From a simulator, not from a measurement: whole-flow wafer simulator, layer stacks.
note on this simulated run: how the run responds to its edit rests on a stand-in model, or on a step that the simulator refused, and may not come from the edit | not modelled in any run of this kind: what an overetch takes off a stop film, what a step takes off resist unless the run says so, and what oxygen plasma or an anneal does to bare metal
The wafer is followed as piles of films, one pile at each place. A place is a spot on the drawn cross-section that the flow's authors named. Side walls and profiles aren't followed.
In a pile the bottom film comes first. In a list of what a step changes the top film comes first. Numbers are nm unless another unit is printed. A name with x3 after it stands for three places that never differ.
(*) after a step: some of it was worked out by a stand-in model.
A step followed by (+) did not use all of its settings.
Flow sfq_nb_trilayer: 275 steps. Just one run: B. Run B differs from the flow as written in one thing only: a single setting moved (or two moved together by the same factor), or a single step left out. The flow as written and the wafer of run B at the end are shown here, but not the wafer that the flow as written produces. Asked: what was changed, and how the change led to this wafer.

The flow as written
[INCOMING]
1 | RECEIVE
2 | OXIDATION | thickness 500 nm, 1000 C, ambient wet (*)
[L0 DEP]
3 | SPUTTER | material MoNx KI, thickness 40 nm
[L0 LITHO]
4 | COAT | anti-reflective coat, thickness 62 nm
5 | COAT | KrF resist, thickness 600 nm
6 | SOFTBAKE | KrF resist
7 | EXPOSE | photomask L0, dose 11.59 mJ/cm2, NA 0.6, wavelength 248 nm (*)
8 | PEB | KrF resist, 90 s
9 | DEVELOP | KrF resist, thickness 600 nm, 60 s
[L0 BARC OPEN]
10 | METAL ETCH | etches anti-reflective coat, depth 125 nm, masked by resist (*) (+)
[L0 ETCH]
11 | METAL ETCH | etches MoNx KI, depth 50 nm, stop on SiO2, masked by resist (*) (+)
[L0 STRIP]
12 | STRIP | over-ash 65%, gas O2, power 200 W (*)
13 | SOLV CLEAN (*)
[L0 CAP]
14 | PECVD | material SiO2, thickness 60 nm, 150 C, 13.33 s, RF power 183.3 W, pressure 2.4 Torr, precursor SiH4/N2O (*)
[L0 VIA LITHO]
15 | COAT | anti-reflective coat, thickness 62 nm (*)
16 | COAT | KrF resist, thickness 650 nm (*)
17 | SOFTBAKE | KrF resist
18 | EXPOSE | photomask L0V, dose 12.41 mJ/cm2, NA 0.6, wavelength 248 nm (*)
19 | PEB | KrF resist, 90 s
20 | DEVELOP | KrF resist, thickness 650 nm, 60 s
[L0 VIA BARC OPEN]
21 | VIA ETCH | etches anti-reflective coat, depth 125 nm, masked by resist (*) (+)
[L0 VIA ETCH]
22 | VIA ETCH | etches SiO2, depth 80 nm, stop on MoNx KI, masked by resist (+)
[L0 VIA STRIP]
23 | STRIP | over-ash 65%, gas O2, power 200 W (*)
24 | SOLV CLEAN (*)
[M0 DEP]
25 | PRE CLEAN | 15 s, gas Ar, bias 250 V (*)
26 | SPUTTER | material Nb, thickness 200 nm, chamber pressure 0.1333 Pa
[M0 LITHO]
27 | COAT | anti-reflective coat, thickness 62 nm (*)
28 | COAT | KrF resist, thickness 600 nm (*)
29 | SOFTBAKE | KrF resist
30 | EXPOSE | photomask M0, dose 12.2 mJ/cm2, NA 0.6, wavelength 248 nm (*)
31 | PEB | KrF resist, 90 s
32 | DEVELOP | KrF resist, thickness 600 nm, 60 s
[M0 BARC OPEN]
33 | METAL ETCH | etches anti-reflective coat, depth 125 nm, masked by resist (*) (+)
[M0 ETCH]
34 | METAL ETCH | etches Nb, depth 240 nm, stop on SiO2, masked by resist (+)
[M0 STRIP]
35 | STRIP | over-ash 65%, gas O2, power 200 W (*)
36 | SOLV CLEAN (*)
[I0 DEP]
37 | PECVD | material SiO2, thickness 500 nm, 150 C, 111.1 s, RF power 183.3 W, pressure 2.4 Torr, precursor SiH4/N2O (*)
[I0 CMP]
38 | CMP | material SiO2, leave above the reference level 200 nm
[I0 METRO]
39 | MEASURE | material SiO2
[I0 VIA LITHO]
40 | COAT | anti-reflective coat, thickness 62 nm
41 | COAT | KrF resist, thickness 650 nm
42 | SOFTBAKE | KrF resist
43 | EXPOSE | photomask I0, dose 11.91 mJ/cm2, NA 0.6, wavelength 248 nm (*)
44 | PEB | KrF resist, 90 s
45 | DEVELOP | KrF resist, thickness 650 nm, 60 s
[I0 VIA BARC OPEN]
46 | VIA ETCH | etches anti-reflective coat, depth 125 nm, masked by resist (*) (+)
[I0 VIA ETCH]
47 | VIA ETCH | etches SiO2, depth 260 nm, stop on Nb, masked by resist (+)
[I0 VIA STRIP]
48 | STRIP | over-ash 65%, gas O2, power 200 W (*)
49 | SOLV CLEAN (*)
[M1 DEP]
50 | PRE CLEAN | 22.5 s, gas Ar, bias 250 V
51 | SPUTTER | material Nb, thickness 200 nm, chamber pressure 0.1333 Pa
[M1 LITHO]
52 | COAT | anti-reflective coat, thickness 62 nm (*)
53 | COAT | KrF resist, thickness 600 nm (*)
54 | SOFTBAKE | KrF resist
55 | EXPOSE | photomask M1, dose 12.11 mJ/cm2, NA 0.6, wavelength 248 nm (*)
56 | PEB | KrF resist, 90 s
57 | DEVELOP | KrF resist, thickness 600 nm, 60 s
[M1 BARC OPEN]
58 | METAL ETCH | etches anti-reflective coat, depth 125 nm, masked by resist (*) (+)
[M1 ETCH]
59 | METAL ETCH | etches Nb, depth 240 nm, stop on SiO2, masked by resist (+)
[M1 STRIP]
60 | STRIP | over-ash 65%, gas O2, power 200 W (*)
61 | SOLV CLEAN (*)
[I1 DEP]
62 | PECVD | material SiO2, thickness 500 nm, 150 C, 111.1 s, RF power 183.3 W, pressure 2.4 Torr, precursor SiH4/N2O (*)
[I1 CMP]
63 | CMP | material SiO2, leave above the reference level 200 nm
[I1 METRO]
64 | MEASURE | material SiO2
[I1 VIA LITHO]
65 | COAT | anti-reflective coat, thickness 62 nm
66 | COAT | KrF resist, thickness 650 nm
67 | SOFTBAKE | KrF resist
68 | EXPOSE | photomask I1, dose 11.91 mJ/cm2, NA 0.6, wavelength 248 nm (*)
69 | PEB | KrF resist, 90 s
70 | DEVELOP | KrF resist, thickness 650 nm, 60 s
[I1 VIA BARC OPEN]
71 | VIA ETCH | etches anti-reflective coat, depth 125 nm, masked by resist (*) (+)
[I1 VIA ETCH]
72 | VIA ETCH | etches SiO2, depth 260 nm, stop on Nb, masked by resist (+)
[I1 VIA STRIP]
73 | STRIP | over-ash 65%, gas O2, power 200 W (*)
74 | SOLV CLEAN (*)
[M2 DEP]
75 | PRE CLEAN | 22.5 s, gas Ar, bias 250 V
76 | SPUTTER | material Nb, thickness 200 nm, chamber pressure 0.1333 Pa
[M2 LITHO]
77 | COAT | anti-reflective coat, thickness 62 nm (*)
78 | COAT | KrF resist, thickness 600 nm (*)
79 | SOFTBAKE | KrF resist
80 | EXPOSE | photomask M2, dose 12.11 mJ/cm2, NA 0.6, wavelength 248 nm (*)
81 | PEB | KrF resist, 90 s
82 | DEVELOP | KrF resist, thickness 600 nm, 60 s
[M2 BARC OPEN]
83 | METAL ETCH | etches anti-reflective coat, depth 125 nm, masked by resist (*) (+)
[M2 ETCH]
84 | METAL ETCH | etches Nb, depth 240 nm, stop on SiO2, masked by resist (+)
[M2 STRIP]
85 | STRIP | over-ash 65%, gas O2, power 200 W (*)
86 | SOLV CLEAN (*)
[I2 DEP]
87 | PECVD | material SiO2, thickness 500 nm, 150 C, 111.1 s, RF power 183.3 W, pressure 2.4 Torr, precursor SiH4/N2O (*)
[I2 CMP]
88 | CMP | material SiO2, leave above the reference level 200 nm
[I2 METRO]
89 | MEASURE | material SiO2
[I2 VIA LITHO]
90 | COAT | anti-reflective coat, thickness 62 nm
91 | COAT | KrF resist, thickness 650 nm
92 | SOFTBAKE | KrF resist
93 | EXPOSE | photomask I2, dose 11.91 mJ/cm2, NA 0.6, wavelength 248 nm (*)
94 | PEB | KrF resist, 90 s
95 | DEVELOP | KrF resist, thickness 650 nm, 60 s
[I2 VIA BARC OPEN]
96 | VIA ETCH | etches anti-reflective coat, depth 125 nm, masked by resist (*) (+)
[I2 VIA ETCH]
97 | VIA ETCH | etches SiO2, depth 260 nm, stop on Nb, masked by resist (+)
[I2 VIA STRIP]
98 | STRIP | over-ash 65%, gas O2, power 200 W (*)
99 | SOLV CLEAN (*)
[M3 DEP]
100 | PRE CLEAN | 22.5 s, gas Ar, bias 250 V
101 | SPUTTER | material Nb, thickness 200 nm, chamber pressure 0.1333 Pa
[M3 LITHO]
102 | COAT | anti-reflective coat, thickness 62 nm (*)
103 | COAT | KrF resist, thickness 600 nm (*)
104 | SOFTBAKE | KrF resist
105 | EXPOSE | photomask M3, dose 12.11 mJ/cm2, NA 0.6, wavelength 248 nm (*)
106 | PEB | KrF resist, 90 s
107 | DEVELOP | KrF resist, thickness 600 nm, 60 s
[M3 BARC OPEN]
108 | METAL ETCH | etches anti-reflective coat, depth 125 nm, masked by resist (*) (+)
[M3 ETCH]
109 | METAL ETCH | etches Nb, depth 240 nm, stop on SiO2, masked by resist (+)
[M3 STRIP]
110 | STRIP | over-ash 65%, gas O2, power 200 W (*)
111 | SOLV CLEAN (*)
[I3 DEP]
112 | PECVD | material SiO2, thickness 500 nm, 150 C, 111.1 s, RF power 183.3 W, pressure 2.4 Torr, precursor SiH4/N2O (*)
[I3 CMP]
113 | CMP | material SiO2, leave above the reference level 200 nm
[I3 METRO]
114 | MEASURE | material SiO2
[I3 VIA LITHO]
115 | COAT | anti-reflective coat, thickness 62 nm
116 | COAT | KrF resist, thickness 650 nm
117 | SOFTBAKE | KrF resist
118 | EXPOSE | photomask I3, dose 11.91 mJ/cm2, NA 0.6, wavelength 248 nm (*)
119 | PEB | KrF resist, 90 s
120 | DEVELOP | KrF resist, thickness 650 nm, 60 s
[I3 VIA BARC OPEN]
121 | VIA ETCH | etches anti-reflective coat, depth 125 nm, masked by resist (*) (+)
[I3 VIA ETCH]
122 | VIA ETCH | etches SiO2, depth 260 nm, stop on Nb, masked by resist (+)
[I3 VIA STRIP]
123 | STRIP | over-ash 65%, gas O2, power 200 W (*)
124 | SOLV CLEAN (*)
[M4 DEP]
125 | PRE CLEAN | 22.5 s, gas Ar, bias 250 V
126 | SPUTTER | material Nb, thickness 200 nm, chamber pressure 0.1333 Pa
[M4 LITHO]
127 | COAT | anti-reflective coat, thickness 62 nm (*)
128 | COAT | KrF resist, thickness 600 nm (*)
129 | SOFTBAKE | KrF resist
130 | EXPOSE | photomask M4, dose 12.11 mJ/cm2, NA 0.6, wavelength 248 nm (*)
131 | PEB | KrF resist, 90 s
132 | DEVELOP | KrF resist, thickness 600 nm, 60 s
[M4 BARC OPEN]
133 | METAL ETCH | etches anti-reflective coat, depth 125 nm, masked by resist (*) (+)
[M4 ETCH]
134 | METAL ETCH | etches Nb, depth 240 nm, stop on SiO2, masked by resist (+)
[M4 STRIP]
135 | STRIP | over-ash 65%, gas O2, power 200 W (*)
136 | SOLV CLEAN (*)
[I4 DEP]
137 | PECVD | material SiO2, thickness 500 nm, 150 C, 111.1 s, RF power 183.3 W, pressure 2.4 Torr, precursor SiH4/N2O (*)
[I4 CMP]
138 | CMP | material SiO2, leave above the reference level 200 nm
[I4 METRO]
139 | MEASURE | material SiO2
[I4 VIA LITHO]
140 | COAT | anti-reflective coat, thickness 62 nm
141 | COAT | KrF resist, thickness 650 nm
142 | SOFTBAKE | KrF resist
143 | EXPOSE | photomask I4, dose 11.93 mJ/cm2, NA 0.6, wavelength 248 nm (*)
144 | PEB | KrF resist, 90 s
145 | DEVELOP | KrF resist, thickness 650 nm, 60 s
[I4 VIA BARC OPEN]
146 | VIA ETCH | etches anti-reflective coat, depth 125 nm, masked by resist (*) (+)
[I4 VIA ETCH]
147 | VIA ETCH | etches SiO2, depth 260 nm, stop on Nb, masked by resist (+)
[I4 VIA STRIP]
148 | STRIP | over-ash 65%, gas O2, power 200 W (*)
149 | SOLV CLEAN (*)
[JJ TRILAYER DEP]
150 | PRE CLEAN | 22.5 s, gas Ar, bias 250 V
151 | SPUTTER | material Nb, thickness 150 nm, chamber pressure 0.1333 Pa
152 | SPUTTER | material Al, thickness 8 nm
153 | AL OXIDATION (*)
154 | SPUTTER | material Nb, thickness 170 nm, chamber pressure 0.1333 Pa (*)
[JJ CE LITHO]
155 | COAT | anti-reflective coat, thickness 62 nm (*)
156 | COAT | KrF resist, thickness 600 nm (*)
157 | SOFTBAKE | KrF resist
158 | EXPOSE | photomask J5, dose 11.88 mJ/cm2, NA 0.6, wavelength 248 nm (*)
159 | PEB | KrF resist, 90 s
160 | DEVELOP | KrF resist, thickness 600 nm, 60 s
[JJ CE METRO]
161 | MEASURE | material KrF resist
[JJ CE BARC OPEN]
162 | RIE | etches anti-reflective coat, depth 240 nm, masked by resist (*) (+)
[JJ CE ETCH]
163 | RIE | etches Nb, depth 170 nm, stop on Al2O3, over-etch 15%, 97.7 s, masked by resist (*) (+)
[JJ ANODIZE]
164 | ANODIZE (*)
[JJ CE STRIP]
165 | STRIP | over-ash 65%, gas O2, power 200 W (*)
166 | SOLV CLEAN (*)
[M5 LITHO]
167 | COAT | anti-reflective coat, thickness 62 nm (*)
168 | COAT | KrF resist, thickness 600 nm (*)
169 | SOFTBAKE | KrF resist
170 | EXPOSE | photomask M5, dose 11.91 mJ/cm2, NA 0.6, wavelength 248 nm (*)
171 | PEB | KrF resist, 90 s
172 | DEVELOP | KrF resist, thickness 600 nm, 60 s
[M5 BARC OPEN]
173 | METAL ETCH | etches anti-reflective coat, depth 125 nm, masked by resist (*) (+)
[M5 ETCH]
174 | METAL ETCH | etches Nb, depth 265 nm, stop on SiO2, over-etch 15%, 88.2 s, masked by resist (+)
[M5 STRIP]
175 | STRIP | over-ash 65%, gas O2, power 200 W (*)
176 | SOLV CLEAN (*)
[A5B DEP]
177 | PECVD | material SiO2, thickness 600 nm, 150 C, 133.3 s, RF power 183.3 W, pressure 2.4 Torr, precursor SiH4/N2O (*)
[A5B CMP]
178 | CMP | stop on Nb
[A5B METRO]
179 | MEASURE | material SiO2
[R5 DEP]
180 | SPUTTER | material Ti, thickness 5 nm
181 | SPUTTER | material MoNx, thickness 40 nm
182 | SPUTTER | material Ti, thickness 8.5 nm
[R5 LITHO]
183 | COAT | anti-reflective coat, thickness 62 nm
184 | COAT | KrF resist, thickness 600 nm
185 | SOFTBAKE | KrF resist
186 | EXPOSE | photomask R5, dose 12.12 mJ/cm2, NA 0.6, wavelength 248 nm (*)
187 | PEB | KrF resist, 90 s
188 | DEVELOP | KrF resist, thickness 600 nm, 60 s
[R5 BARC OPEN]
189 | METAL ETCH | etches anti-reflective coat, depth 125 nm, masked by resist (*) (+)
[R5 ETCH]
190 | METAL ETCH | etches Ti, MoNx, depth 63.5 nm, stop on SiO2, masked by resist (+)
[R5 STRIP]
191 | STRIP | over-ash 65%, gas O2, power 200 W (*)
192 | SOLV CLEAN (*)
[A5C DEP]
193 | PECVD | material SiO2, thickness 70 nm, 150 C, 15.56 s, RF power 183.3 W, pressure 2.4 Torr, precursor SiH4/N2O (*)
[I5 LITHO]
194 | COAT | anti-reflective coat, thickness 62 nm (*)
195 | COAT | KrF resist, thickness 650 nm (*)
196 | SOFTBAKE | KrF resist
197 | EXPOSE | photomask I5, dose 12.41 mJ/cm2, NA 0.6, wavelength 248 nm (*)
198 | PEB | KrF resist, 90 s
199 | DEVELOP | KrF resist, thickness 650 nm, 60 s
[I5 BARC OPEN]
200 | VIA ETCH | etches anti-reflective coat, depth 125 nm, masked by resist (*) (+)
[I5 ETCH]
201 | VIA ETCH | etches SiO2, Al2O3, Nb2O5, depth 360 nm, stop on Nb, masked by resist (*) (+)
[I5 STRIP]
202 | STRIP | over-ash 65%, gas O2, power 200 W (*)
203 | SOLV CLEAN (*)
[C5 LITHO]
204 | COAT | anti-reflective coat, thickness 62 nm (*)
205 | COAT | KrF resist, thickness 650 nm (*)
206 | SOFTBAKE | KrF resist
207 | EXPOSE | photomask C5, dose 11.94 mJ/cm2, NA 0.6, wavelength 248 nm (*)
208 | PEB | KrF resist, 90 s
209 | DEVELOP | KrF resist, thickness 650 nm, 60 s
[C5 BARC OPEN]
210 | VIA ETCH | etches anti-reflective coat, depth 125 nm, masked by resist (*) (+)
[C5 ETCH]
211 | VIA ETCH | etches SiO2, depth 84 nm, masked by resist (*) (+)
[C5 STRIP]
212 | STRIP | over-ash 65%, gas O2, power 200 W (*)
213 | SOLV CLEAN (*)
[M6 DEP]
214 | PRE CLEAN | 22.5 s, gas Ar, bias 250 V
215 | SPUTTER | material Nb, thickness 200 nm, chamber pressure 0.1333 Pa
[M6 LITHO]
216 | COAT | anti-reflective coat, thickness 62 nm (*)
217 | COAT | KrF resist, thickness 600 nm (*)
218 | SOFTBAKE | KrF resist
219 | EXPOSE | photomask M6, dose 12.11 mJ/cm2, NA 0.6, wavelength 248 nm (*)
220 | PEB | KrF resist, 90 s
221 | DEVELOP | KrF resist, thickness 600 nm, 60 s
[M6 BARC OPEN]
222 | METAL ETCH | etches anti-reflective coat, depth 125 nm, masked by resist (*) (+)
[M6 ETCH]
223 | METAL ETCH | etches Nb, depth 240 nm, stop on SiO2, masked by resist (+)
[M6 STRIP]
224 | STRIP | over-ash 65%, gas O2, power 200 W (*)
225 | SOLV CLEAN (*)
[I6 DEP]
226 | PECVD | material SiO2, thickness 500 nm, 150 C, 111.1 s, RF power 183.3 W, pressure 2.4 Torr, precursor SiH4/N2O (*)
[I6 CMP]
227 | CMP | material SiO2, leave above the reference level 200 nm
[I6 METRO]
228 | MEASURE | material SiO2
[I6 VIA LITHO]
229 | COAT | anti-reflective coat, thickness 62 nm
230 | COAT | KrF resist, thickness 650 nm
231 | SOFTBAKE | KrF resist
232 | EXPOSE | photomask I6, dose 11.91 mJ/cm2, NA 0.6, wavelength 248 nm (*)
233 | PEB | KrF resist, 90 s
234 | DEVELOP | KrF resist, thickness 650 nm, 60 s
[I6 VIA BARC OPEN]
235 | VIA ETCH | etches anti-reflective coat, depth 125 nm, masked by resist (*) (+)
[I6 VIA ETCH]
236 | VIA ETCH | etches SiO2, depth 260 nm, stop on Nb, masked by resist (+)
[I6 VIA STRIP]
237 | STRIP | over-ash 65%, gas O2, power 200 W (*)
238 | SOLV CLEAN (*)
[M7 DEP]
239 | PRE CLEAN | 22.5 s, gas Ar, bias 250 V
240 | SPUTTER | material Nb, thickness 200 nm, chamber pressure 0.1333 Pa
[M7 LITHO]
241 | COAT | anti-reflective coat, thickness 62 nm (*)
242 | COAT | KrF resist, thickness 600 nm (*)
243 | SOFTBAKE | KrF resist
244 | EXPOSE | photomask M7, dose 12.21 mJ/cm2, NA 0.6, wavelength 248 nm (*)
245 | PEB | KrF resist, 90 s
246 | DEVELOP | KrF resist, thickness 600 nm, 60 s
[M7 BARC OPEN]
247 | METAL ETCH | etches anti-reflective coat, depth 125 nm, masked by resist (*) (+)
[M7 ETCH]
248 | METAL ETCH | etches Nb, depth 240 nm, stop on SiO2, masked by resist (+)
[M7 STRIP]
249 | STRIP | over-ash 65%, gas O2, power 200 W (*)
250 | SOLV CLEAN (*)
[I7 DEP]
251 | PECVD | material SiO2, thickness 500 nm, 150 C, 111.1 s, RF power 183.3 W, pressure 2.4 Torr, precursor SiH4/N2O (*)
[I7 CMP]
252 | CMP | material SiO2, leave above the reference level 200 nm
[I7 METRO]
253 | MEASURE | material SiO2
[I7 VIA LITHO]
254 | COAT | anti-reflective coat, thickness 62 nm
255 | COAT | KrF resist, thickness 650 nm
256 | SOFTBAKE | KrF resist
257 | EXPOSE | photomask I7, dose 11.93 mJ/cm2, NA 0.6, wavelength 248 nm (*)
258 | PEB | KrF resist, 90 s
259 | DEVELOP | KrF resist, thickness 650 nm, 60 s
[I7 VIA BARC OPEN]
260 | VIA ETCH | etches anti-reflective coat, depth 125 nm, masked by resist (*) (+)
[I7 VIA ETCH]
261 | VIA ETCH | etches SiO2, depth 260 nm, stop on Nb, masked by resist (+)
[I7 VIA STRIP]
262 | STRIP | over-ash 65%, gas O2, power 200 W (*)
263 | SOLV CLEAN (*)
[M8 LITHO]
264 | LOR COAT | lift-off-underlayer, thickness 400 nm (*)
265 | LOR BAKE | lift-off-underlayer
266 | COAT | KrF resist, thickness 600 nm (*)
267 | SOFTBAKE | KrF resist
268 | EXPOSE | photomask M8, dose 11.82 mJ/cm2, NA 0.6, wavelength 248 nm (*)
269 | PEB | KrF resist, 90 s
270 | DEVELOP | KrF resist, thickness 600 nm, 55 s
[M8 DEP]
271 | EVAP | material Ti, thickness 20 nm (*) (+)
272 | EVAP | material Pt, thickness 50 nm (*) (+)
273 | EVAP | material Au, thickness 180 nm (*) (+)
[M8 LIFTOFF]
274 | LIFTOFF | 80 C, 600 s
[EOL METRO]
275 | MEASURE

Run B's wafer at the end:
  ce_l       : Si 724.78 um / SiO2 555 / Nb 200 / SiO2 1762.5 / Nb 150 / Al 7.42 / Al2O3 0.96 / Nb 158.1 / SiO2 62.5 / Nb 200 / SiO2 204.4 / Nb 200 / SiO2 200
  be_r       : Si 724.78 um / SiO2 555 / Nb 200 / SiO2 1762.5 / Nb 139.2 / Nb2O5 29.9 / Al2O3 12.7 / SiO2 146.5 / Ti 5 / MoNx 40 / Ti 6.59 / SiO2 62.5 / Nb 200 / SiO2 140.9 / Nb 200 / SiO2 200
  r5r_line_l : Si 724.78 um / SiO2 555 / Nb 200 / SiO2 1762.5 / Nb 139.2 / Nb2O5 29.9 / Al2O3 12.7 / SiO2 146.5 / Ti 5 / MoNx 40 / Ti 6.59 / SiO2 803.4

What caused this: step 182, SPUTTER: thickness 6.59 nm was run, whereas the flow has thickness 8.5 nm.
One can read it off the wafer: be_r has Ti 6.59, and step 182 as written asks for 8.5 nm.

How this came from the change, step by step:
  182 | SPUTTER | material Ti, thickness 8.5 nm
      field_l, v_sur, via_wl and 103 more: Ti gains 6.59 (new film) (it would be, as written: Ti gains 8.5 (new film))
  190 | METAL ETCH | etches Ti, MoNx, depth 63.5 nm, stop on SiO2, masked by resist (+)
      field_l, v_sur, via_wl and 92 more: Ti loses 6.59 (all of it), MoNx loses 40 (all of it), Ti loses 5 (all of it) (it would be, as written: Ti loses 8.5 (all of it), MoNx loses 40 (all of it), Ti loses 5 (all of it))
      ce_l, c5j, ce_r, wl_jj: Ti loses 6.59 (all of it), MoNx loses 40 (all of it), Ti loses 5 (all of it), Nb loses 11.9 (it would be, as written: Ti loses 8.5 (all of it), MoNx loses 40 (all of it), Ti loses 5 (all of it), Nb loses 10)
